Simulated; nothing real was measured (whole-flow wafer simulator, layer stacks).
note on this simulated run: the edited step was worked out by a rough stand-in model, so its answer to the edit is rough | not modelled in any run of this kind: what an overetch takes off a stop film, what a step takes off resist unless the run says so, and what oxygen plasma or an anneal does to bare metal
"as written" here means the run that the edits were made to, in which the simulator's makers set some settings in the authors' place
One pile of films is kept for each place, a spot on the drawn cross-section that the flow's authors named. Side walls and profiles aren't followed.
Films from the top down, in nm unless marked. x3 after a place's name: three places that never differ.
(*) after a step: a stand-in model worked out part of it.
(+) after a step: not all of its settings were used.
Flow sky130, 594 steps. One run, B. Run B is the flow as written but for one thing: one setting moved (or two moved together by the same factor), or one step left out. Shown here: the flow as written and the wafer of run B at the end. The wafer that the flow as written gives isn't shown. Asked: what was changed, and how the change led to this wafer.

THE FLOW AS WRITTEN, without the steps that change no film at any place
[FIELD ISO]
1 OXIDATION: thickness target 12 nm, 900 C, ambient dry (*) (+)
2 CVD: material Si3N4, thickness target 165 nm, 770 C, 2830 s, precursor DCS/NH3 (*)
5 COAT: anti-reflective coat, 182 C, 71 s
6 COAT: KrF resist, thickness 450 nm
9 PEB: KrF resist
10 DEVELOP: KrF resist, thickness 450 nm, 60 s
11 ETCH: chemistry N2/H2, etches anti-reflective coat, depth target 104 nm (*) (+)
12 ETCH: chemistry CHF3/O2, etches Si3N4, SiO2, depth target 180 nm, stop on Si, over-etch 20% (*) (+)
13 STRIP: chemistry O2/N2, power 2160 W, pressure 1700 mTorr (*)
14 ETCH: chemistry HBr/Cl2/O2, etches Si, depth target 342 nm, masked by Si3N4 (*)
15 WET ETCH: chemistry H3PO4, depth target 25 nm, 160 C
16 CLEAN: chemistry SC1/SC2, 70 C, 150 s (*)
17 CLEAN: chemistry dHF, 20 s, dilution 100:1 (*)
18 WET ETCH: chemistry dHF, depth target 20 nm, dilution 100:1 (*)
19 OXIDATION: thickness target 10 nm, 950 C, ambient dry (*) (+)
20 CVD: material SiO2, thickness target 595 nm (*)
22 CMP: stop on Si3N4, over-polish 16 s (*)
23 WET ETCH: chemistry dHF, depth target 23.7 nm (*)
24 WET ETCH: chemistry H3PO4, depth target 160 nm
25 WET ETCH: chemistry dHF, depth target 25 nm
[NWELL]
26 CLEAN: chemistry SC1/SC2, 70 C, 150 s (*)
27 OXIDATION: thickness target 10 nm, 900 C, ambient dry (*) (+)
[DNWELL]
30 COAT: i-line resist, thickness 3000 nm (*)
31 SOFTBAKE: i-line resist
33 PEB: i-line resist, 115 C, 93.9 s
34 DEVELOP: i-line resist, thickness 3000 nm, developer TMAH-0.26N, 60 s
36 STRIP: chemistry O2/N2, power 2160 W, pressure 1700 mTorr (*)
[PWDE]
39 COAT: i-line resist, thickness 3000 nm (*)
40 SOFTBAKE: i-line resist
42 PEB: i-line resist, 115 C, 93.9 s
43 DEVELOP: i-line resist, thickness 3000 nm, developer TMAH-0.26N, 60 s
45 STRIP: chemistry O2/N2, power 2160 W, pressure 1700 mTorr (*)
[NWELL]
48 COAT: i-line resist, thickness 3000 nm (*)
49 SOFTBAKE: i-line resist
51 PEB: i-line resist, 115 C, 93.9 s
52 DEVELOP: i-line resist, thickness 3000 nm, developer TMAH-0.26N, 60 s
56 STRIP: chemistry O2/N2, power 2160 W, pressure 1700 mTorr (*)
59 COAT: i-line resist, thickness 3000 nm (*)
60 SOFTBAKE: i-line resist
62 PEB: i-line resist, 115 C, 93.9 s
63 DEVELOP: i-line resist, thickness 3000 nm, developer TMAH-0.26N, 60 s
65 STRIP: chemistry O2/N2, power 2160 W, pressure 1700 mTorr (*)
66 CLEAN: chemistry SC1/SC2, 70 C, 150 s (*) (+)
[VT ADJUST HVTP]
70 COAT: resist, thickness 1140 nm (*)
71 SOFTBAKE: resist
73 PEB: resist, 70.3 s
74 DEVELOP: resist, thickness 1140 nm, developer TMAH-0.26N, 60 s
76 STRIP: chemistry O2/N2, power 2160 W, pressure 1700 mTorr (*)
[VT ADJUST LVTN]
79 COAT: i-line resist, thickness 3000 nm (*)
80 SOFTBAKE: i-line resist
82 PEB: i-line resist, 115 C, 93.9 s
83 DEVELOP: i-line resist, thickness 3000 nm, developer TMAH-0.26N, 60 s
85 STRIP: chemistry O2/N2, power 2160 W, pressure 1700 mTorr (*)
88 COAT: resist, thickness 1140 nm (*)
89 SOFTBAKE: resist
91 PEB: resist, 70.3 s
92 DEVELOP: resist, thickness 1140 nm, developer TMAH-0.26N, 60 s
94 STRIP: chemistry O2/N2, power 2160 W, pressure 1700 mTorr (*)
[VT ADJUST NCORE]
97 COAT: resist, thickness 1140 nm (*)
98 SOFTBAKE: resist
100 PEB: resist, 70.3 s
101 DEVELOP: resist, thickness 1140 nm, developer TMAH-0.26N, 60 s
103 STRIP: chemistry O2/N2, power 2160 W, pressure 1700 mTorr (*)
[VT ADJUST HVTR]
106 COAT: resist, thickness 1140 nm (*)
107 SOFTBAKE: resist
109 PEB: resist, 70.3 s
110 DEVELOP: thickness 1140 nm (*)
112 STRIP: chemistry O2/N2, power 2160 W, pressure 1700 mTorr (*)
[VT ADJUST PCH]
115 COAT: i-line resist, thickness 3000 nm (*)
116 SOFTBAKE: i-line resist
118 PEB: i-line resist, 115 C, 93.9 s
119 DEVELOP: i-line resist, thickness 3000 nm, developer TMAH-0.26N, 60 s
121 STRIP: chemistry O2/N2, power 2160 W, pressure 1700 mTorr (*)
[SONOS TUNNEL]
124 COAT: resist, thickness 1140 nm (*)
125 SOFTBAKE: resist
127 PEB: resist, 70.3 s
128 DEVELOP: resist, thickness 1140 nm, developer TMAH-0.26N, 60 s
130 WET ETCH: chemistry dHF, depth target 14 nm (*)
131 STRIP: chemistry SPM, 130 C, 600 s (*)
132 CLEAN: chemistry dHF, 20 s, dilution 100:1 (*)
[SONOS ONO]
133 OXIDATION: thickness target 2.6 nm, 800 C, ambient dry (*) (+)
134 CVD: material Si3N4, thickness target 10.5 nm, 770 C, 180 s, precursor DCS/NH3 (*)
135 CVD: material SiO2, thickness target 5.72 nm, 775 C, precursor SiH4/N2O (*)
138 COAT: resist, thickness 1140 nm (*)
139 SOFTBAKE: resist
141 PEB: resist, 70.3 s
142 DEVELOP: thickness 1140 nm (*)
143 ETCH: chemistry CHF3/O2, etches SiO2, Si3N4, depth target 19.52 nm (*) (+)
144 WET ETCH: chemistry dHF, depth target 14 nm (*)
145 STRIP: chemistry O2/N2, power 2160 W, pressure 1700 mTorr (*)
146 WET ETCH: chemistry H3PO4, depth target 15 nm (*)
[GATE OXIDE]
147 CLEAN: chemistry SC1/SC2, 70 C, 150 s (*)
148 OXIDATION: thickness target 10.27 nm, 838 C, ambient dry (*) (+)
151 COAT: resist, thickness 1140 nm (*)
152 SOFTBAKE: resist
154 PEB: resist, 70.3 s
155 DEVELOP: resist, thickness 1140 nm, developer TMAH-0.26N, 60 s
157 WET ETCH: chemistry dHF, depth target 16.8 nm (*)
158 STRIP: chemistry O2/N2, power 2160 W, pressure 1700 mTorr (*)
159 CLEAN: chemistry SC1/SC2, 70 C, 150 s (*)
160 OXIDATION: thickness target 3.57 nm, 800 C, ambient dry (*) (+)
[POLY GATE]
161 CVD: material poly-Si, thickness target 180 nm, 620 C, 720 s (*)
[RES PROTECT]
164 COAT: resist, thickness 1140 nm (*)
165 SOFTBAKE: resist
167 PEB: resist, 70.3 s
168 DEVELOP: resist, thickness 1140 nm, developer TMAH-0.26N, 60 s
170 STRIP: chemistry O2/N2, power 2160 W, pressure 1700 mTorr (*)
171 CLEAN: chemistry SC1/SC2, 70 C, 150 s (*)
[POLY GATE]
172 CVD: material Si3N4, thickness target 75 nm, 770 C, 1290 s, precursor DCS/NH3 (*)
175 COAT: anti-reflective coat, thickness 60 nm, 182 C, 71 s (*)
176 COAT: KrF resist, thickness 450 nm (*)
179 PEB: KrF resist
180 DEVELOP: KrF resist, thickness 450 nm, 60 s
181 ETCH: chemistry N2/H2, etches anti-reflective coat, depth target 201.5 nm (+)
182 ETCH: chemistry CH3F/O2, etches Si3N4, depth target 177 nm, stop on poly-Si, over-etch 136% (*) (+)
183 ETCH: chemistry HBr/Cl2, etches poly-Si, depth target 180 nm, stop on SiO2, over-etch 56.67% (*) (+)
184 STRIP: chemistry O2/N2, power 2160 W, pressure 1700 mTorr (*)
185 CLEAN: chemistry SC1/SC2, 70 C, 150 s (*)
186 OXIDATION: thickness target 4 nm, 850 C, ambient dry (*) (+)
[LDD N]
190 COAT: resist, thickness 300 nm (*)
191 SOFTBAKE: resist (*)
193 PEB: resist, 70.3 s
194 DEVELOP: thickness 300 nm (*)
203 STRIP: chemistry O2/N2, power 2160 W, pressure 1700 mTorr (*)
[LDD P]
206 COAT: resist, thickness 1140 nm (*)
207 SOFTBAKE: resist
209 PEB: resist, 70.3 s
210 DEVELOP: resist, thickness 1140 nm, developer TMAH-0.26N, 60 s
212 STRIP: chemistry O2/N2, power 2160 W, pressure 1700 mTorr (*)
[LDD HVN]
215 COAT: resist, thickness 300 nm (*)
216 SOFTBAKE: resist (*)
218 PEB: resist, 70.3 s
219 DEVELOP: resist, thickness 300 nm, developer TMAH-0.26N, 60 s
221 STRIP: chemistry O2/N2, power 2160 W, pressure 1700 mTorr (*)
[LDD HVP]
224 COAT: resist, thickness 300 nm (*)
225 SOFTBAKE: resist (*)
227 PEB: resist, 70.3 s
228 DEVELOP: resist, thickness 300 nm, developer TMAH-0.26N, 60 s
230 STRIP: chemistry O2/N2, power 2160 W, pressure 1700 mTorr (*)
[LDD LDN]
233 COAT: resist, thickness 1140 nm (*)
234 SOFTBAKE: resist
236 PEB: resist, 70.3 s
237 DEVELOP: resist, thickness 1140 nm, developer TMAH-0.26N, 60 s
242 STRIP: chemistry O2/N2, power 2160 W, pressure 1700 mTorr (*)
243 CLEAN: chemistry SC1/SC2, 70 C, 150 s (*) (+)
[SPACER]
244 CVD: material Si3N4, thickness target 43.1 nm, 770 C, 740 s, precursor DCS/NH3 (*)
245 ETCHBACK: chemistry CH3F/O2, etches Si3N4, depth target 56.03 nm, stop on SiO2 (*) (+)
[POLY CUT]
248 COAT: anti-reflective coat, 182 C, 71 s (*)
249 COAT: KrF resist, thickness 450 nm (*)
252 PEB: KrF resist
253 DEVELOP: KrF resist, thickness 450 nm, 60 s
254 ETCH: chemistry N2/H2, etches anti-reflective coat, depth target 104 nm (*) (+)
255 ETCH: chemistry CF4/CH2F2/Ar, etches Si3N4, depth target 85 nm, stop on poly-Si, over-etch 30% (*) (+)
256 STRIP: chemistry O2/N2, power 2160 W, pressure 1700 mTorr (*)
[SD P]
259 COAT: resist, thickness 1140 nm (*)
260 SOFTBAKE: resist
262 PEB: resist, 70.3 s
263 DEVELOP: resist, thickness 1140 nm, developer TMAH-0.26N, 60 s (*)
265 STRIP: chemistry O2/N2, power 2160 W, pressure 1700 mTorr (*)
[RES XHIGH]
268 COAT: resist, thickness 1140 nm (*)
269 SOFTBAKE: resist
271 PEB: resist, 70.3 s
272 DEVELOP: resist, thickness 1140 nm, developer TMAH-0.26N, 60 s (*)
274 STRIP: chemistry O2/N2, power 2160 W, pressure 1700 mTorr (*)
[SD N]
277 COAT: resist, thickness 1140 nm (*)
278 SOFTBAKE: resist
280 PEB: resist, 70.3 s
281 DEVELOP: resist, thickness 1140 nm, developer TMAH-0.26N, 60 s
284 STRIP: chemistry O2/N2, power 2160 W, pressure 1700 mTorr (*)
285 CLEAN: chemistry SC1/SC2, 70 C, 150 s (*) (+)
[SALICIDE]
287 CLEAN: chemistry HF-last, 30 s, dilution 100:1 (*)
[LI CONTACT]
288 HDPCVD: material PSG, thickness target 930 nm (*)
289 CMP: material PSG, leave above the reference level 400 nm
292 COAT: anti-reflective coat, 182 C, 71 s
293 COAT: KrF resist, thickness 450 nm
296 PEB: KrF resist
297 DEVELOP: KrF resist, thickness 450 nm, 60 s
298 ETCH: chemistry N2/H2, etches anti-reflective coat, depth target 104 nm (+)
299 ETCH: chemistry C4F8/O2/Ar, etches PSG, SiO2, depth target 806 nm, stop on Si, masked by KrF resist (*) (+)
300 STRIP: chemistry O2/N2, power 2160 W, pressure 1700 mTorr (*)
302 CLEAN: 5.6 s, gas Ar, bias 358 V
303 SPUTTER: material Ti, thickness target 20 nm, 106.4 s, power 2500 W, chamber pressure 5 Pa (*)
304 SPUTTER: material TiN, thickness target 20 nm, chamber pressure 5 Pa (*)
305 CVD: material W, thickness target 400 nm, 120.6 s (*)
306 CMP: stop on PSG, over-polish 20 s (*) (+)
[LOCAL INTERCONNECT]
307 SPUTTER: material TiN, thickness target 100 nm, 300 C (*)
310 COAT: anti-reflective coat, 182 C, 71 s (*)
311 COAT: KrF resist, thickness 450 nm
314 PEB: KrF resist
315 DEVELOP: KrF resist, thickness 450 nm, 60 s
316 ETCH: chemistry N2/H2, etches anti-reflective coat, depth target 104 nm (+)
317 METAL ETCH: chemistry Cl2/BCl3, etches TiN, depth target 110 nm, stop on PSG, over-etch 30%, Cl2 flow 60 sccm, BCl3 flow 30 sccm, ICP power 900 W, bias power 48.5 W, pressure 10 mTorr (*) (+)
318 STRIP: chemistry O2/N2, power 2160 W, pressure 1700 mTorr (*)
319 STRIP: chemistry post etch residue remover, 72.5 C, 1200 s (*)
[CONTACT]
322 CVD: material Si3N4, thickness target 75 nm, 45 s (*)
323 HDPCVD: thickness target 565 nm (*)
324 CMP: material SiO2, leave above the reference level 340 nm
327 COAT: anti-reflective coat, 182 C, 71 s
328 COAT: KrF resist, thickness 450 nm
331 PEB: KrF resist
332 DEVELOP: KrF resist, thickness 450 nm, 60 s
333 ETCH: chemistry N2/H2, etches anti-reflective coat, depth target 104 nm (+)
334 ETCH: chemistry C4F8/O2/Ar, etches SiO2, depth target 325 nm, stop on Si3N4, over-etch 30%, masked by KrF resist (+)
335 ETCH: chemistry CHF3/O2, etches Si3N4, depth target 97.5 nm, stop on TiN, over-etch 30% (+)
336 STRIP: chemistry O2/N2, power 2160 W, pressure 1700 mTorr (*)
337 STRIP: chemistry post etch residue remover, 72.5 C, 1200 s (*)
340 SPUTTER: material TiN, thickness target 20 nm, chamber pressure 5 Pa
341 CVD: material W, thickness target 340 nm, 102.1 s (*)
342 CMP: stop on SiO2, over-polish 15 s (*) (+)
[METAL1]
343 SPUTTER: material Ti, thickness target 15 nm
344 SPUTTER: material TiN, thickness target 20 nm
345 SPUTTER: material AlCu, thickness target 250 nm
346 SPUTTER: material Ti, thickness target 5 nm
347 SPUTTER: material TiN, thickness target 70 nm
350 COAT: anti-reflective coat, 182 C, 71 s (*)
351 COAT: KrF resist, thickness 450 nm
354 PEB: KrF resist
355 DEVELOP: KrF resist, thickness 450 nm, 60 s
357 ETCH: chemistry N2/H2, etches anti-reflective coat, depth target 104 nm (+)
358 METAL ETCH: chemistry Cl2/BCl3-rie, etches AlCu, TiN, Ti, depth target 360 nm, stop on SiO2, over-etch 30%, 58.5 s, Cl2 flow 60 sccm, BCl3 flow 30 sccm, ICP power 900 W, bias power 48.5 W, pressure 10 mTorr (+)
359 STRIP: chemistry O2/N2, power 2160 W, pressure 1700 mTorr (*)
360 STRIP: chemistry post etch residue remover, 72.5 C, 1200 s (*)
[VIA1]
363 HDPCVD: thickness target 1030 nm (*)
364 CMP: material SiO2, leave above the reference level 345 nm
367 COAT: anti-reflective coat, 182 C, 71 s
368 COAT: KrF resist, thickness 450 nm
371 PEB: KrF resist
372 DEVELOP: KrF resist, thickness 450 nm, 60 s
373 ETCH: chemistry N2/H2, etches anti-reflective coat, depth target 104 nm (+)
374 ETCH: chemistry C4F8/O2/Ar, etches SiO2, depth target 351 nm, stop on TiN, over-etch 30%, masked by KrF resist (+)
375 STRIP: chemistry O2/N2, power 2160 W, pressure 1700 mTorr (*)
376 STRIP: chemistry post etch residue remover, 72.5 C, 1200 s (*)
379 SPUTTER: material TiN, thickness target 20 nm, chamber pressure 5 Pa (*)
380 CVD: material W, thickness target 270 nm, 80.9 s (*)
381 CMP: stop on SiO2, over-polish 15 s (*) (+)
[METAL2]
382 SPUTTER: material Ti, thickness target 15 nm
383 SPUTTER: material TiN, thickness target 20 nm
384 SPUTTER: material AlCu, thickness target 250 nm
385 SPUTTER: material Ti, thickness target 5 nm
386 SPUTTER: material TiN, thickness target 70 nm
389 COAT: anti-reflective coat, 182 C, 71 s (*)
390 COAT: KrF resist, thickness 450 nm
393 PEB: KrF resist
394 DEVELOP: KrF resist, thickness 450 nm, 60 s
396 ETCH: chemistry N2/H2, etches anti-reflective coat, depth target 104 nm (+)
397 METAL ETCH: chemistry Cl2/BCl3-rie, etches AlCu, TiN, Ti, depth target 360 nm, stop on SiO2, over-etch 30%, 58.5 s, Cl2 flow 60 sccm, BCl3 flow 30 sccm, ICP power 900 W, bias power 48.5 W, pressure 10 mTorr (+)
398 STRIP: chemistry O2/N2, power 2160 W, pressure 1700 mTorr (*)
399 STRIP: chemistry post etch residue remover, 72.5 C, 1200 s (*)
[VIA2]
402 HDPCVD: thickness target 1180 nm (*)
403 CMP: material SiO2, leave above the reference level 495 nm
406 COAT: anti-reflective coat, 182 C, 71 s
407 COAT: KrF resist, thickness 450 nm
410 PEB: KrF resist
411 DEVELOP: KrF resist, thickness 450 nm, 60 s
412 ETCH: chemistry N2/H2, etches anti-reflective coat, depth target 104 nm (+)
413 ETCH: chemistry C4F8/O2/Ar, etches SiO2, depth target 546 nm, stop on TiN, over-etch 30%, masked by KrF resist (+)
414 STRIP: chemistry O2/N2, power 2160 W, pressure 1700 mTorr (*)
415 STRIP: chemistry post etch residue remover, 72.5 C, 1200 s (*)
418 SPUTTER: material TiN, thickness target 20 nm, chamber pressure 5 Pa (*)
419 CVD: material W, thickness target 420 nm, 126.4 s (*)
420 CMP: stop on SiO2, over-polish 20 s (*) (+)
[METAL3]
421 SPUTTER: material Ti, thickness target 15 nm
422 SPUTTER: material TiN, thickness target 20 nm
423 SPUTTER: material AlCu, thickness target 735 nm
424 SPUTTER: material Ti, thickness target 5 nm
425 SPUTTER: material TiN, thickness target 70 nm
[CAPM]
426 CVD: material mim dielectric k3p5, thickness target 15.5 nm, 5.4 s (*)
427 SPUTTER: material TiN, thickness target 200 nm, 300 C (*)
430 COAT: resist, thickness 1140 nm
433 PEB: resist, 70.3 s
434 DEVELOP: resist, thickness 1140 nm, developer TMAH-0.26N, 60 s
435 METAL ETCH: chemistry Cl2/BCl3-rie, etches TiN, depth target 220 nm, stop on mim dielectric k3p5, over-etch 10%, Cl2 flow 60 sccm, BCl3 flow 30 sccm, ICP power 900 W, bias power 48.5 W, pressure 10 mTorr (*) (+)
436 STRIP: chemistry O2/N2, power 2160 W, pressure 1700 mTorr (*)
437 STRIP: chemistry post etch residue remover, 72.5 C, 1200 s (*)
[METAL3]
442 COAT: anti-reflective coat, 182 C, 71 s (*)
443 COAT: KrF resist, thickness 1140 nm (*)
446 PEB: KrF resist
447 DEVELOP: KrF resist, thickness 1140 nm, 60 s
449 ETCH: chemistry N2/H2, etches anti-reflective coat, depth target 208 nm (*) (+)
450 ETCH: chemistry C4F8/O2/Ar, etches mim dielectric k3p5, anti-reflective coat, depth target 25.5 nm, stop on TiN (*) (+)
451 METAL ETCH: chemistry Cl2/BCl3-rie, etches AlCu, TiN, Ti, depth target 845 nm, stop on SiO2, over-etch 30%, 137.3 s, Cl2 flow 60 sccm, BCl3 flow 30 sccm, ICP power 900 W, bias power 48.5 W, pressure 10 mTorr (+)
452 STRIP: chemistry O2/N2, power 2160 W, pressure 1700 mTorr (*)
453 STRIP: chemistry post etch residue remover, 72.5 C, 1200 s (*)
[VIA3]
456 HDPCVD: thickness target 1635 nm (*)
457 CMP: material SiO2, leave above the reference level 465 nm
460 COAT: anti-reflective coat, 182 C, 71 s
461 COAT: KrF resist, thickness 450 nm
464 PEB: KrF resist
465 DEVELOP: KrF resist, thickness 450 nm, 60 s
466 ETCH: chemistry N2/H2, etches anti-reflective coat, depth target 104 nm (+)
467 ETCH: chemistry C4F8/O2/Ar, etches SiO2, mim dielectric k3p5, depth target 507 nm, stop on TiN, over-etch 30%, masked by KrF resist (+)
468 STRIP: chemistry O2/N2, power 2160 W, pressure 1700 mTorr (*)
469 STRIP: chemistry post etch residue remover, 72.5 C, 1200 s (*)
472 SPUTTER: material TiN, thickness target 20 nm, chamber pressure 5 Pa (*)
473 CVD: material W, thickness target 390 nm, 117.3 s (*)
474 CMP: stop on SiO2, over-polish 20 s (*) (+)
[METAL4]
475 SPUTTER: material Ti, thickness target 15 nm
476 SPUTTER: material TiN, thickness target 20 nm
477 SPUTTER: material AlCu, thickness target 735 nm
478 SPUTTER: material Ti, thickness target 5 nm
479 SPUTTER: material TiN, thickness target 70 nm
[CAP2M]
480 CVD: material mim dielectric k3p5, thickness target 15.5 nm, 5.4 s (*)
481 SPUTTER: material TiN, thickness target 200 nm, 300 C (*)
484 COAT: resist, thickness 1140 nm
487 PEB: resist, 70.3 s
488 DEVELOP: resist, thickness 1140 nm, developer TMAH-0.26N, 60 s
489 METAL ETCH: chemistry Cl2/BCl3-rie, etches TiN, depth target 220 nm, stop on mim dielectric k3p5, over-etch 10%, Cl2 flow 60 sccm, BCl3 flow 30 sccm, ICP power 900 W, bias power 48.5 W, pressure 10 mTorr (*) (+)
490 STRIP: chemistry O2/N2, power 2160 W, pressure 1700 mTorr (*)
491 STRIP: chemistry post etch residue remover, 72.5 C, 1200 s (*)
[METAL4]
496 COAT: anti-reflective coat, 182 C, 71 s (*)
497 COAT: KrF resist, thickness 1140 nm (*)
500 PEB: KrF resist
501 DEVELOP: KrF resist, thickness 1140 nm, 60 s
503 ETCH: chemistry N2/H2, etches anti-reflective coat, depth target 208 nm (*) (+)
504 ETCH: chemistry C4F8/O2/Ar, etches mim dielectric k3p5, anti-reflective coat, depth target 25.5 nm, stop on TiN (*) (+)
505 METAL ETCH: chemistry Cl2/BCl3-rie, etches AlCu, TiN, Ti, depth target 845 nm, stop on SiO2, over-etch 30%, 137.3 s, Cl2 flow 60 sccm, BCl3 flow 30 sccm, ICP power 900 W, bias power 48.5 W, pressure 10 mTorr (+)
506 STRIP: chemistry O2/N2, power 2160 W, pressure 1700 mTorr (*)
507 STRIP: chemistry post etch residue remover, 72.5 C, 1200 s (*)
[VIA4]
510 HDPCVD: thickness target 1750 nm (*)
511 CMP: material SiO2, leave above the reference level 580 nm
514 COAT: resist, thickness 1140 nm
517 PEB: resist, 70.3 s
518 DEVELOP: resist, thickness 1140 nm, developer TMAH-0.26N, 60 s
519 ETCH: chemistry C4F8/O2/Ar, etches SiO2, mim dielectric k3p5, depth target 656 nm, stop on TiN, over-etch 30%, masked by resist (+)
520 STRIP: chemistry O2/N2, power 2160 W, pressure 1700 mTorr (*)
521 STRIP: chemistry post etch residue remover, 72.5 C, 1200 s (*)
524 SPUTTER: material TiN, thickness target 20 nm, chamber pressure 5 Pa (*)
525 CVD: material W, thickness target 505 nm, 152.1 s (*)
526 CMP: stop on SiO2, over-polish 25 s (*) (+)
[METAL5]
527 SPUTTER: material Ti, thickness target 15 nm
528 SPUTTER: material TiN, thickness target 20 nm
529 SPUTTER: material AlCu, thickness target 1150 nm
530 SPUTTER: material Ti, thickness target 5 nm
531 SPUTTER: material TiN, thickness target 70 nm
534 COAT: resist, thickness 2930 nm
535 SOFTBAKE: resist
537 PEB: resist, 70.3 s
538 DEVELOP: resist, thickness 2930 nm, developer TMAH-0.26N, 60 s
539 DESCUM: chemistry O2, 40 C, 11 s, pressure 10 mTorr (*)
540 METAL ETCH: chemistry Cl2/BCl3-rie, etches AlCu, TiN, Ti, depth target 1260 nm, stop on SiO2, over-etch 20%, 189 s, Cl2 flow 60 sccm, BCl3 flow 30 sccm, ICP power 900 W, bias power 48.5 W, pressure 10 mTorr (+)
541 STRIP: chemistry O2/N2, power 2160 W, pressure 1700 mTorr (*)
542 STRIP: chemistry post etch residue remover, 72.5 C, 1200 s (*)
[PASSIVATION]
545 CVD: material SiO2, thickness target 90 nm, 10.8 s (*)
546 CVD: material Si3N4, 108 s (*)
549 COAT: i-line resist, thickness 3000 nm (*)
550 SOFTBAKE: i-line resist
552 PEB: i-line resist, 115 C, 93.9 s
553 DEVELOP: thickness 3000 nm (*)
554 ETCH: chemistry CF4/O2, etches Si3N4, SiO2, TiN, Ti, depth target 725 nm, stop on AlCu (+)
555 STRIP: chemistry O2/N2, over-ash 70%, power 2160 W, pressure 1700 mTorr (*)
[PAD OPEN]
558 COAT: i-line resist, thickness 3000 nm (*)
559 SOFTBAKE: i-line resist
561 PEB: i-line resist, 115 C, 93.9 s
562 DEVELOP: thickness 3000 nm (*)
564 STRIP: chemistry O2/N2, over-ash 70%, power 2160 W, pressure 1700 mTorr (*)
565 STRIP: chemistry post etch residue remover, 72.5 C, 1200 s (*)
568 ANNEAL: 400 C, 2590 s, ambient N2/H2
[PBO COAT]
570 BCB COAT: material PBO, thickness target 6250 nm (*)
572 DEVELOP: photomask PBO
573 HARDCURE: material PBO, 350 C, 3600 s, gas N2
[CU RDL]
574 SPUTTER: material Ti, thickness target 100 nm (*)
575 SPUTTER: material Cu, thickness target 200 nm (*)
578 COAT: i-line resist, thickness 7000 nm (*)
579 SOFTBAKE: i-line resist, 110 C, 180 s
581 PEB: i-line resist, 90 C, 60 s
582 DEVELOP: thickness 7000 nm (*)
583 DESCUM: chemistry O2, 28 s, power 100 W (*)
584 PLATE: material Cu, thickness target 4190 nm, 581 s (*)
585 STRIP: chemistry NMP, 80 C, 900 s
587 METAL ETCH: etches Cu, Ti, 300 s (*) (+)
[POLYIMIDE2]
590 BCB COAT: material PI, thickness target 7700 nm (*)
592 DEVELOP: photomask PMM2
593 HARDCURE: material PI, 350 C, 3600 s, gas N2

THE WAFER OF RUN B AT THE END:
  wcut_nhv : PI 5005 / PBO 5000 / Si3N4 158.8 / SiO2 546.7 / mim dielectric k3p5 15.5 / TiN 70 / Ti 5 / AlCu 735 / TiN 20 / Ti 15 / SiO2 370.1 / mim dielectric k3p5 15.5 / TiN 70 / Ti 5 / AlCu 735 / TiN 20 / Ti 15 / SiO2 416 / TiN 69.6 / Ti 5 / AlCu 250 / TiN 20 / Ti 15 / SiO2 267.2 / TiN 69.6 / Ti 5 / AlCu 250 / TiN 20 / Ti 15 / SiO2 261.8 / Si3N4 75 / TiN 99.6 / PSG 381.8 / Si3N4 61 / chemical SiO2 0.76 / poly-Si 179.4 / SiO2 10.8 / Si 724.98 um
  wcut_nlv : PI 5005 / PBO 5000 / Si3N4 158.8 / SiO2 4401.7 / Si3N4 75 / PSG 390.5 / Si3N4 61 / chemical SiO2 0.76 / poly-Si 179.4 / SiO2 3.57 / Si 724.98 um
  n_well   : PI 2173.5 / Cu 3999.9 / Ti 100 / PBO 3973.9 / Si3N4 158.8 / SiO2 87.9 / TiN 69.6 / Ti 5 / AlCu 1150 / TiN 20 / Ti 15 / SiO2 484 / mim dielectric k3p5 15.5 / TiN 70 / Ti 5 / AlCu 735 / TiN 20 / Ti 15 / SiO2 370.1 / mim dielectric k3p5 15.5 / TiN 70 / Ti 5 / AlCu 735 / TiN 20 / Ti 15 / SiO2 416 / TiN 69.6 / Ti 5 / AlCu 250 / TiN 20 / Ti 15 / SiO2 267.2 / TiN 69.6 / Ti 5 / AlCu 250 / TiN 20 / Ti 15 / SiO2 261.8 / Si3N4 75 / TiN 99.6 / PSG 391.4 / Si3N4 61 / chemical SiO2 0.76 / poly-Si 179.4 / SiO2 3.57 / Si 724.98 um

The cause: step 545, CVD: thickness target 63 nm was run, where the flow has thickness target 90 nm; step 545, CVD: 7.56 s was run, where the flow has 10.8 s.

How the change led to this, step by step:
  545 CVD: material SiO2, thickness target 90 nm, 10.8 s (*)
      field, active, gate and 175 more: SiO2 +87.9 (as written it would be: SiO2 +125.2)
      n_well, p_well, sd_n and 12 more: SiO2 +87.9 (new film) (as written it would be: SiO2 +125.2 (new film))
  550 SOFTBAKE: i-line resist
      active: i-line resist +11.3 (as written it would be: i-line resist +12)
      gate: i-line resist -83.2 (as written it would be: i-line resist -85.5)
      (and at 54 more places)
  554 ETCH: chemistry CF4/O2, etches Si3N4, SiO2, TiN, Ti, depth target 725 nm, stop on AlCu (+)
      field, active, n_well and 189 more: i-line resist -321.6 (as written it would be: i-line resist -358.9)
      pad: Si3N4 -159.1 (all of it), SiO2 -87.9 (all of it), TiN -69.6 (all of it), Ti -5 (all of it) (as written it would be: Si3N4 -159.1 (all of it), SiO2 -125.2 (all of it), TiN -69.6 (all of it), Ti -5 (all of it))
  555 STRIP: chemistry O2/N2, over-ash 70%, power 2160 W, pressure 1700 mTorr (*)
      n_well, p_well, sd_n, sd_p: i-line resist -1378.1 (all of it) (as written it would be: i-line resist -1340.8 (all of it))
      m1: i-line resist -1399.8 (all of it) (as written it would be: i-line resist -1364.1 (all of it))
      (and at 8 more places)
  559 SOFTBAKE: i-line resist
      field: i-line resist +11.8 (as written it would be: i-line resist +12.5)
      active: i-line resist +11.3 (as written it would be: i-line resist +12)
      (and at 60 more places)
  561 PEB: i-line resist, 115 C, 93.9 s
      pad: i-line resist -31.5 (as written it would be: i-line resist -32.2)
  578 COAT: i-line resist, thickness 7000 nm (*)
      pad: i-line resist +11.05 um (new film) (as written it would be: i-line resist +11.08 um (new film))
  579 SOFTBAKE: i-line resist, 110 C, 180 s
      mim, vcap_hvt: i-line resist -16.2 (as written it would be: i-line resist -16.8)
      ndiff_licon_rim, ndiff_licon: i-line resist -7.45 (as written it would be: i-line resist -8.01)
      (and at 10 more places)
  582 DEVELOP: thickness 7000 nm (*)
      pad: i-line resist -11.04 um (all of it) (as written it would be: i-line resist -11.08 um (all of it))
